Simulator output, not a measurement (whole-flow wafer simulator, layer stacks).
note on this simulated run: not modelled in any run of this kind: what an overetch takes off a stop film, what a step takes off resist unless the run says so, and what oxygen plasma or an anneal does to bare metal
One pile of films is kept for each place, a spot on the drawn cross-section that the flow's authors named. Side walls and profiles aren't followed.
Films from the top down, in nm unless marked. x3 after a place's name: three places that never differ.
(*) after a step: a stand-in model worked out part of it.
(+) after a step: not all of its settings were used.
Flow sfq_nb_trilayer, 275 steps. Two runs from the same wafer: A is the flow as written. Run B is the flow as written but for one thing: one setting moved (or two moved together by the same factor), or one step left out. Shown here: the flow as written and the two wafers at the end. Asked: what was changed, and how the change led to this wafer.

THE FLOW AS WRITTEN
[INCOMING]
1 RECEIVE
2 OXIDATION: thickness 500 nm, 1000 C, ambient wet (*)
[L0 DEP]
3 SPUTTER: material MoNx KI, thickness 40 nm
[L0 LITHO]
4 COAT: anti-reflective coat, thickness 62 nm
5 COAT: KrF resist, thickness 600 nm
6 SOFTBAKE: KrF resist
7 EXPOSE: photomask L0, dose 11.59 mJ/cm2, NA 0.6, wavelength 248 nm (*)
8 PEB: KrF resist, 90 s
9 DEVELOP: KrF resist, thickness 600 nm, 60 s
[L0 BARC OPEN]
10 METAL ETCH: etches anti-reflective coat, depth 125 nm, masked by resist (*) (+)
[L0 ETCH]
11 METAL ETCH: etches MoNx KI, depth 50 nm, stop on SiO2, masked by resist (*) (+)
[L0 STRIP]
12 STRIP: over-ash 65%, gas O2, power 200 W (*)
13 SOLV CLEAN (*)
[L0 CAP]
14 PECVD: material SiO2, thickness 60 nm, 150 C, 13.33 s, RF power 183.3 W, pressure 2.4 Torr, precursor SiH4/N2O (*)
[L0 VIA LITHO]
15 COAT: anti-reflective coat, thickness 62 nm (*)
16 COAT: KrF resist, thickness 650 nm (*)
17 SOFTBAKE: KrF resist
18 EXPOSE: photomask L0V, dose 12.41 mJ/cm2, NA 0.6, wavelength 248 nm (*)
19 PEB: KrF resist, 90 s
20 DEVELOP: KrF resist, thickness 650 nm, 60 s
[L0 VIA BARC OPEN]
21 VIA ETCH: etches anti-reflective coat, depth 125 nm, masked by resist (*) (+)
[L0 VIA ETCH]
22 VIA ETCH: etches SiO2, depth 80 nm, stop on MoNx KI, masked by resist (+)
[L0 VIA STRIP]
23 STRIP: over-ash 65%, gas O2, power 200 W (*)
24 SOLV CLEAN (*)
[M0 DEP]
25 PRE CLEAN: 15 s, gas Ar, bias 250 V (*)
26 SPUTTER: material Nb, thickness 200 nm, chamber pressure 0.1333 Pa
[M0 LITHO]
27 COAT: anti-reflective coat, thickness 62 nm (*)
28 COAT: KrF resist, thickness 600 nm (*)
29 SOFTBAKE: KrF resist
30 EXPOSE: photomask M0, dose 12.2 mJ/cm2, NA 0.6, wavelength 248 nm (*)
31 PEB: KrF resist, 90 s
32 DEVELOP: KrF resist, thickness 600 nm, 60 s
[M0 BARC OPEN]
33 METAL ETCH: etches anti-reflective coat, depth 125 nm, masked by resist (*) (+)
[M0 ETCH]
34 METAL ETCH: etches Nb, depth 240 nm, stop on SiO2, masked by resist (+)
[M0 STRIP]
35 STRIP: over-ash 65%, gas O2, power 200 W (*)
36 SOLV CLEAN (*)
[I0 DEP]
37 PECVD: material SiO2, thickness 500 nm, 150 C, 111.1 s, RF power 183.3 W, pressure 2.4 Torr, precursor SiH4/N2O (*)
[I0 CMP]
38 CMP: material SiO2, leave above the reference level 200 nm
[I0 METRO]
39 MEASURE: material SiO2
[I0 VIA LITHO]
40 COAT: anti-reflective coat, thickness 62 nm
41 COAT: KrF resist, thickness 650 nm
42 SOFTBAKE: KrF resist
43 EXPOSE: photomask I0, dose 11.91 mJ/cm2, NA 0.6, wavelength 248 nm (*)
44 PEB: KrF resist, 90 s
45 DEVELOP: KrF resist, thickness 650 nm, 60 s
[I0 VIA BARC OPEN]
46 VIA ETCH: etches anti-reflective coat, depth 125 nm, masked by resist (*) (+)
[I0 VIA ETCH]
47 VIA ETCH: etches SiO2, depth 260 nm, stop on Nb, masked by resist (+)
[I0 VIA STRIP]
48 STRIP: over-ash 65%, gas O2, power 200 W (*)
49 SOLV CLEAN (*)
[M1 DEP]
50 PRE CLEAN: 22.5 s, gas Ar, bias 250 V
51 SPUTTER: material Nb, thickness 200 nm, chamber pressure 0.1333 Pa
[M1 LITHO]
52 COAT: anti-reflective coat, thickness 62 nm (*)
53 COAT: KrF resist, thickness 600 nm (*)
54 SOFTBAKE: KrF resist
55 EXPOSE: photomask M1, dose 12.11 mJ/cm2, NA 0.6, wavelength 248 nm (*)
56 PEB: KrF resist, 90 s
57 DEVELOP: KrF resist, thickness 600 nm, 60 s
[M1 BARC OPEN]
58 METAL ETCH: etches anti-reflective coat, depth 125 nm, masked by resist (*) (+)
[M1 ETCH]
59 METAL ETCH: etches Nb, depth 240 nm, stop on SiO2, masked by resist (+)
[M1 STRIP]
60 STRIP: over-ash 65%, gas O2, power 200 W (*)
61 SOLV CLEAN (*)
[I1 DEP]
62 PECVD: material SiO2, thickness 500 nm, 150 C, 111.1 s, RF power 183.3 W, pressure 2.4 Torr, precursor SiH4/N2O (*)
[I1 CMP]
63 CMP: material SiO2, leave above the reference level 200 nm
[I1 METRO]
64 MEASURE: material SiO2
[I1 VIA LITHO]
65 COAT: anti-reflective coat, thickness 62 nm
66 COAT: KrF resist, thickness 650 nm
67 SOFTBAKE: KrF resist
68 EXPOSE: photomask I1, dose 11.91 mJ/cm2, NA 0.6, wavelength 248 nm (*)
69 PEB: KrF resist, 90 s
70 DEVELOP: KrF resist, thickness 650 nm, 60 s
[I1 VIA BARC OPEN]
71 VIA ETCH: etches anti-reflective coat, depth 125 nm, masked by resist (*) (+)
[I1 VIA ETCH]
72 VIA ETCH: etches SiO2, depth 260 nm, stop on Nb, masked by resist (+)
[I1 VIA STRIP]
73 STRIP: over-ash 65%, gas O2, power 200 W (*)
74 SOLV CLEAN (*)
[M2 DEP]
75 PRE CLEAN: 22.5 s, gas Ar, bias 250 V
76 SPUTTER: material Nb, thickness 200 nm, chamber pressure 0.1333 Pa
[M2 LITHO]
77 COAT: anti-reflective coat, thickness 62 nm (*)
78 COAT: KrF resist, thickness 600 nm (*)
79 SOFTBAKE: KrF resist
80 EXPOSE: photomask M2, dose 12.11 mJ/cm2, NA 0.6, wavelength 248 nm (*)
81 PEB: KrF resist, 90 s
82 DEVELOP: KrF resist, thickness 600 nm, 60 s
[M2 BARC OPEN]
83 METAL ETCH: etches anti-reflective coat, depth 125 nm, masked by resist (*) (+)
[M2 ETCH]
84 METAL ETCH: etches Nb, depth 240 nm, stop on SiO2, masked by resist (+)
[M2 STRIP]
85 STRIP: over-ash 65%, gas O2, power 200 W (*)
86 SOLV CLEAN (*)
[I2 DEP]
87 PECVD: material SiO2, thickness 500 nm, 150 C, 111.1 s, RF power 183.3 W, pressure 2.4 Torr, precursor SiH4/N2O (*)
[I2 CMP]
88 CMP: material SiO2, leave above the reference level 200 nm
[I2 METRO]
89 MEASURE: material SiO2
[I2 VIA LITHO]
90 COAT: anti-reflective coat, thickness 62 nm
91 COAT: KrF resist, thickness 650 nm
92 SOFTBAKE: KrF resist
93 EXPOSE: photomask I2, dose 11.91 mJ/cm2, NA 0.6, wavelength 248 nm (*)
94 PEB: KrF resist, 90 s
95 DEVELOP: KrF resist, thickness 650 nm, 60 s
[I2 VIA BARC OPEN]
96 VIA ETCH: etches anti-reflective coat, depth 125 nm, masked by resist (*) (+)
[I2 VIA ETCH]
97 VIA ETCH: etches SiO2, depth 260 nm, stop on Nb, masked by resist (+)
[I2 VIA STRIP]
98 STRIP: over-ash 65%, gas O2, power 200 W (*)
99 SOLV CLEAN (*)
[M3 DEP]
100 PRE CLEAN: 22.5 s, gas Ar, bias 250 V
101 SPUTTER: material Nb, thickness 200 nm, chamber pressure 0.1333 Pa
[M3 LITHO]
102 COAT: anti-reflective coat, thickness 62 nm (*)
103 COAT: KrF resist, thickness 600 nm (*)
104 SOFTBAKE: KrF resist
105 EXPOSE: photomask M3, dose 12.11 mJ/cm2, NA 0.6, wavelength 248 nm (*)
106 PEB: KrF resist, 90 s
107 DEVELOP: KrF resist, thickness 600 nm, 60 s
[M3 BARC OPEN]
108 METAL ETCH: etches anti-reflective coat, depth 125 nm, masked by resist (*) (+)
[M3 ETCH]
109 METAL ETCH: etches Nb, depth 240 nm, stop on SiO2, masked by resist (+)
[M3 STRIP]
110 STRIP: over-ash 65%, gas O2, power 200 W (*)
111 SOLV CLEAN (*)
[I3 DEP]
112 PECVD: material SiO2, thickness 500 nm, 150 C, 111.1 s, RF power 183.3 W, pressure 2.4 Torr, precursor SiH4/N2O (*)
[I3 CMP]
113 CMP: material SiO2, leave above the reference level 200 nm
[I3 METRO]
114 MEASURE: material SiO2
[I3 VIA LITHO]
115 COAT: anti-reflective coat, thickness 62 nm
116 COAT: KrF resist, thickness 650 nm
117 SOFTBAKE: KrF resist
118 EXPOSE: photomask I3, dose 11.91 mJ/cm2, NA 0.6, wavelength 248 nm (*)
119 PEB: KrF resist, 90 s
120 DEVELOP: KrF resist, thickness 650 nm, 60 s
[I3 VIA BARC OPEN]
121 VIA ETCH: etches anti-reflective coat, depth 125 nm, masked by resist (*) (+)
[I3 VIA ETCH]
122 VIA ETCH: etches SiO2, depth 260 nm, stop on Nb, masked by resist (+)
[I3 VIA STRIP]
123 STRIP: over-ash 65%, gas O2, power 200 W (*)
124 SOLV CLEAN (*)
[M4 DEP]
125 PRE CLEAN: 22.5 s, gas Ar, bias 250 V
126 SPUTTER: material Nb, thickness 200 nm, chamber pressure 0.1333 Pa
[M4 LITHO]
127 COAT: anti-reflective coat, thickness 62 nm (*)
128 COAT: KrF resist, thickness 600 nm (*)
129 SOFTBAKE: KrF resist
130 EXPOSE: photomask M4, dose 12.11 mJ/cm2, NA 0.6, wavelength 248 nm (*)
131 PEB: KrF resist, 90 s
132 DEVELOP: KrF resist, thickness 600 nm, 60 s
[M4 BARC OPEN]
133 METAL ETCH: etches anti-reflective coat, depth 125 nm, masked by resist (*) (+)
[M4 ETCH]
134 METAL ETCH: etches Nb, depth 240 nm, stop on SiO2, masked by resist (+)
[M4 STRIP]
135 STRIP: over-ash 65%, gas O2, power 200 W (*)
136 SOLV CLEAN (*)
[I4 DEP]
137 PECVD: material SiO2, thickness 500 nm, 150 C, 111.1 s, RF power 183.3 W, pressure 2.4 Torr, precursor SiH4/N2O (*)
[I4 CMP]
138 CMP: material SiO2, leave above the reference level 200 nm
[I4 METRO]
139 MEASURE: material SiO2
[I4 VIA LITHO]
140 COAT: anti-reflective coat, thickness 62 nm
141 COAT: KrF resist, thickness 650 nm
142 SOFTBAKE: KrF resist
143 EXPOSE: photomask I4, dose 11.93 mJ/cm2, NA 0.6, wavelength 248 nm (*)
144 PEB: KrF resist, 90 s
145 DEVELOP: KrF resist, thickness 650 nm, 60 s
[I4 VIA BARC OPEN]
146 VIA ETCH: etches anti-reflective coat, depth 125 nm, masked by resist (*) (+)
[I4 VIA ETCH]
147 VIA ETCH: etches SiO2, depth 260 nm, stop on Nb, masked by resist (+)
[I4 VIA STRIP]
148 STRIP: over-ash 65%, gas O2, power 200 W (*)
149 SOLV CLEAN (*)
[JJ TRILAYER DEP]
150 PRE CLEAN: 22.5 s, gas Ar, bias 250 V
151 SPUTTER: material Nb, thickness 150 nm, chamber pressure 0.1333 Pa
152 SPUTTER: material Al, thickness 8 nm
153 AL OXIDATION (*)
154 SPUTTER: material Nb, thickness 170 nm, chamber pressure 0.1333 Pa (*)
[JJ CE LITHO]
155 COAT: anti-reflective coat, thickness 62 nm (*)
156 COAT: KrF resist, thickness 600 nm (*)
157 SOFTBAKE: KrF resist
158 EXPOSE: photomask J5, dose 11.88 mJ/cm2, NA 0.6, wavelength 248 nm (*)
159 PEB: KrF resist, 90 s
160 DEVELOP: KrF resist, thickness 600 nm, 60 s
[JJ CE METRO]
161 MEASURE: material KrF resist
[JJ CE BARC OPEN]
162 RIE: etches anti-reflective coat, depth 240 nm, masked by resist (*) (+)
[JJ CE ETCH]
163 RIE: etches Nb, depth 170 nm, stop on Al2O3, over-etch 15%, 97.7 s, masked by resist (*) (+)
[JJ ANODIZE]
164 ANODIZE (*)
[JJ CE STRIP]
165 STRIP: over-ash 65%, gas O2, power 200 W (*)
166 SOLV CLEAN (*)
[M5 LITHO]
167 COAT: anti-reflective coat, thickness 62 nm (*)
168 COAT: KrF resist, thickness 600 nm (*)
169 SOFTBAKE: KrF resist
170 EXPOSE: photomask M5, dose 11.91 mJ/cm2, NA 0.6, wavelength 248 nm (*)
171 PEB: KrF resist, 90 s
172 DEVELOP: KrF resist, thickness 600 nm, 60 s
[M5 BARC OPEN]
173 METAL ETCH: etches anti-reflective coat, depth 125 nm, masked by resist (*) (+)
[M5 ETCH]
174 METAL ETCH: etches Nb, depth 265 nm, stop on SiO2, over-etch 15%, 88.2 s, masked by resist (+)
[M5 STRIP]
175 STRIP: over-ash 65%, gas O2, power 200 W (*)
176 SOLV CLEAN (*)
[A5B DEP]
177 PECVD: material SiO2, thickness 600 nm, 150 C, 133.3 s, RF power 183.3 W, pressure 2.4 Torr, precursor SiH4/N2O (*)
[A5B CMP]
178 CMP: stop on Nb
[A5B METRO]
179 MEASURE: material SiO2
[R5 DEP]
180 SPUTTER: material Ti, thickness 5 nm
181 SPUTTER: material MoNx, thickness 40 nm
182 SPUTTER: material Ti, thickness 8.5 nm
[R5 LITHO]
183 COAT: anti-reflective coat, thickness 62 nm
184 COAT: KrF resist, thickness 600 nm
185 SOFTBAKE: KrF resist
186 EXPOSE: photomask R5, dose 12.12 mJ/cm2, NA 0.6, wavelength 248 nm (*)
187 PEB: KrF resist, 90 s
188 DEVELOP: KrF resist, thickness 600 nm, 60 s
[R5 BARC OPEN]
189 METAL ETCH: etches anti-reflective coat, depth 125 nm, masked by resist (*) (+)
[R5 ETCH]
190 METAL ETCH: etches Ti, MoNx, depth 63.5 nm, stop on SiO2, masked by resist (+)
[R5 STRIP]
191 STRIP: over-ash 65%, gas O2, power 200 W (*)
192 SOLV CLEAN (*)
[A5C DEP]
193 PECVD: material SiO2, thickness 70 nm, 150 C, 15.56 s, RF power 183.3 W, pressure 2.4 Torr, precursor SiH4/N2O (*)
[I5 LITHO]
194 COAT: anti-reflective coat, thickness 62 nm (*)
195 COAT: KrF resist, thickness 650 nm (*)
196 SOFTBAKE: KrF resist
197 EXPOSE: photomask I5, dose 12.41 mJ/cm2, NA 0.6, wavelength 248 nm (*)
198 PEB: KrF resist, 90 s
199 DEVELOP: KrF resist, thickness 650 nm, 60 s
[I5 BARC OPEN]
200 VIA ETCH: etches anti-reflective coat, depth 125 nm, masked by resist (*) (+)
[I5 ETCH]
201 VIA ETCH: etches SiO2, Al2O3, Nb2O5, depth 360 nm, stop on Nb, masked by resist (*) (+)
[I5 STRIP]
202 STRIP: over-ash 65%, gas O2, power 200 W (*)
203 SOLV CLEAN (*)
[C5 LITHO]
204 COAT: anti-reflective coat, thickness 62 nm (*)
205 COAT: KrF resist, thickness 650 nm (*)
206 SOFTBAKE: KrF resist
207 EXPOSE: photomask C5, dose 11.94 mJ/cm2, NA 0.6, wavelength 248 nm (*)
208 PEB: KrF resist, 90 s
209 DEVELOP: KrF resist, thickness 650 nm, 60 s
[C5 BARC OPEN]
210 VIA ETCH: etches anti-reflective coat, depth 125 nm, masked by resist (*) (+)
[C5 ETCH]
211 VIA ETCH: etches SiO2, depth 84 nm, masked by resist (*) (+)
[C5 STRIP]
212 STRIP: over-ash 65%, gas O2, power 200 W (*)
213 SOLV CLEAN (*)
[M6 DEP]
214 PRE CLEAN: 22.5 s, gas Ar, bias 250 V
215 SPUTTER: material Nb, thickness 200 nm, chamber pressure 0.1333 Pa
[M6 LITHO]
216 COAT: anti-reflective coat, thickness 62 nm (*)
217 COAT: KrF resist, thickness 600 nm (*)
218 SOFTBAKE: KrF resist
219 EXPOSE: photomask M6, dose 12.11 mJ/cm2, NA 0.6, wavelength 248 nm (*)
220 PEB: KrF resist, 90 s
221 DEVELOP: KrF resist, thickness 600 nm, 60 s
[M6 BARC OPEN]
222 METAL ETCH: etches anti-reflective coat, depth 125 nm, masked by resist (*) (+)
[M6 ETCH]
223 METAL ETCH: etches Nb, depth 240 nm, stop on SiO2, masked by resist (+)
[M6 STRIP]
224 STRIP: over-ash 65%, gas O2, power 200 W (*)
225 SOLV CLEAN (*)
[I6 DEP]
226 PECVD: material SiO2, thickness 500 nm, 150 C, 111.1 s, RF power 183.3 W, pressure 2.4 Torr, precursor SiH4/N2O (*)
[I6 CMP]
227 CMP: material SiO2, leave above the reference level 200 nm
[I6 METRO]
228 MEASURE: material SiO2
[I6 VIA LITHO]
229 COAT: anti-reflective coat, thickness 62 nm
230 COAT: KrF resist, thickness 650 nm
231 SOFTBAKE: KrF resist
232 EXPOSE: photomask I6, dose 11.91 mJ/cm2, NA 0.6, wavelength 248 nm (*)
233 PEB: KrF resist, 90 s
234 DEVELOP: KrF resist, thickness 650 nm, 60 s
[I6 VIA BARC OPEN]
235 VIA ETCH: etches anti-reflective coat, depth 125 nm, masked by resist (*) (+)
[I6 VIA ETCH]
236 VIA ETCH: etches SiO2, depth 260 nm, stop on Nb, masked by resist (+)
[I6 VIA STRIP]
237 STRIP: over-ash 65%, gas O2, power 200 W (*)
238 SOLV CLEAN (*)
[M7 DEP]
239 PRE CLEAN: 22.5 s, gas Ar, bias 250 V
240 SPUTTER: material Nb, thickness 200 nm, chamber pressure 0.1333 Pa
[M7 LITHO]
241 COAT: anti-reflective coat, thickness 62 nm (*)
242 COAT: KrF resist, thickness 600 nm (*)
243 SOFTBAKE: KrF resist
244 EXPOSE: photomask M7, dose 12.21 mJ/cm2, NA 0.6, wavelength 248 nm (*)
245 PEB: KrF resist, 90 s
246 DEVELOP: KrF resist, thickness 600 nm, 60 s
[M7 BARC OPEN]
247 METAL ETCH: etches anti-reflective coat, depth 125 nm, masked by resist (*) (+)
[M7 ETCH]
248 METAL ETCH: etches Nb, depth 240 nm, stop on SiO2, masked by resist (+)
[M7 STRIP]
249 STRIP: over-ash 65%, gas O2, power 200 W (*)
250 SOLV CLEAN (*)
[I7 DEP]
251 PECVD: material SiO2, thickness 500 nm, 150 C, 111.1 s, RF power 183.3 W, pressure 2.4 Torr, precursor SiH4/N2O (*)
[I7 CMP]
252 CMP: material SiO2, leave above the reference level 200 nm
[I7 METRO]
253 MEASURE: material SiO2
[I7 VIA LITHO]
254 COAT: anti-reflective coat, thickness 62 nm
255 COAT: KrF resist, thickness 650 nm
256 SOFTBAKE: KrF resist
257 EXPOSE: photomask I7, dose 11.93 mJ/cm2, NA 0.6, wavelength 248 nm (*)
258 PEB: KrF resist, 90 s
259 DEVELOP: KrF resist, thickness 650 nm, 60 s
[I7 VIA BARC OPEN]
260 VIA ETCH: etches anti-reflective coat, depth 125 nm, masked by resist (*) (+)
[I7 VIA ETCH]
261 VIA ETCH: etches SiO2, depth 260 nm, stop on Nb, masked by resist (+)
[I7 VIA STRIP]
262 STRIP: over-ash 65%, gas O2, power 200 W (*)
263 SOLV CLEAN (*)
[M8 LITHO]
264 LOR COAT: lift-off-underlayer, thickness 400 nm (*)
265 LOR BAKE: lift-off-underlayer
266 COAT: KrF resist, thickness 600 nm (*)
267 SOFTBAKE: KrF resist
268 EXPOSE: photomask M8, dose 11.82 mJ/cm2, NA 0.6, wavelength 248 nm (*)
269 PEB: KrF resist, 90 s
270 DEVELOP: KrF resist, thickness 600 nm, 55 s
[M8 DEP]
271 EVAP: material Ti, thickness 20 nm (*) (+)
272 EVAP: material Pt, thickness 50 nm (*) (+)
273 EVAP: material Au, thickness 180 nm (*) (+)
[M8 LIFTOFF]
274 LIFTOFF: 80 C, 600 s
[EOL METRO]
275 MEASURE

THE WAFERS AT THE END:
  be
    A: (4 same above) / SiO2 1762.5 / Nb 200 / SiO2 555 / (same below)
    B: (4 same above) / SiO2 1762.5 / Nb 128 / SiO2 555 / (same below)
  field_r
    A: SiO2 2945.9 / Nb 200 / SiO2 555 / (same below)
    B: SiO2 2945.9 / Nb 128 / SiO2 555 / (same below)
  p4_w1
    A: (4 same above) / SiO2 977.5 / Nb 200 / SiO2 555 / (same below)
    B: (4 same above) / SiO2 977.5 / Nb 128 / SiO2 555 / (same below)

The cause: step 26, SPUTTER: thickness 128 nm was run, where the flow has thickness 200 nm.
It can be read off the wafer: be has Nb 128, and step 26 as written asks for 200 nm.

How the change led to this, step by step:
  26 SPUTTER: material Nb, thickness 200 nm, chamber pressure 0.1333 Pa
      field_l, via_wl, via_w and 100 more: A Nb +200 (new film) | B Nb +128 (new film)
      v_sur: A Nb +200 (new film) | B Nb +124.4 (new film)
      (and at 2 more places)
  27 COAT: anti-reflective coat, thickness 62 nm (*)
      v_sur: A anti-reflective coat +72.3 (new film) | B anti-reflective coat +74.1 (new film)
  34 METAL ETCH: etches Nb, depth 240 nm, stop on SiO2, masked by resist (+)
      field_l, v_sur, via_wl and 100 more: A KrF resist -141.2 | B KrF resist -112.9
      moat, m0r_space_l, m0r_space_r: A Nb -200 (all of it) | B Nb -128 (all of it)
  35 STRIP: over-ash 65%, gas O2, power 200 W (*)
      p4_fl, p4_fm, p4_w1 and 68 more: A KrF resist -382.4 (all of it), anti-reflective coat -62 (all of it) | B KrF resist -410.6 (all of it), anti-reflective coat -62 (all of it)
      c5j, ce_r, sp_r, be_r, r_sur, res: A KrF resist -389 (all of it), anti-reflective coat -63.6 (all of it) | B KrF resist -417.2 (all of it), anti-reflective coat -63.6 (all of it)
      (and at 26 more places)
  37 PECVD: material SiO2, thickness 500 nm, 150 C, 111.1 s, RF power 183.3 W, pressure 2.4 Torr, precursor SiH4/N2O (*)
      moat, m0r_space_l, m0r_space_r: A SiO2 +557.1 | B SiO2 +500
  38 CMP: material SiO2, leave above the reference level 200 nm
      moat, m0r_space_l, m0r_space_r: A SiO2 -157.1 | B SiO2 -172
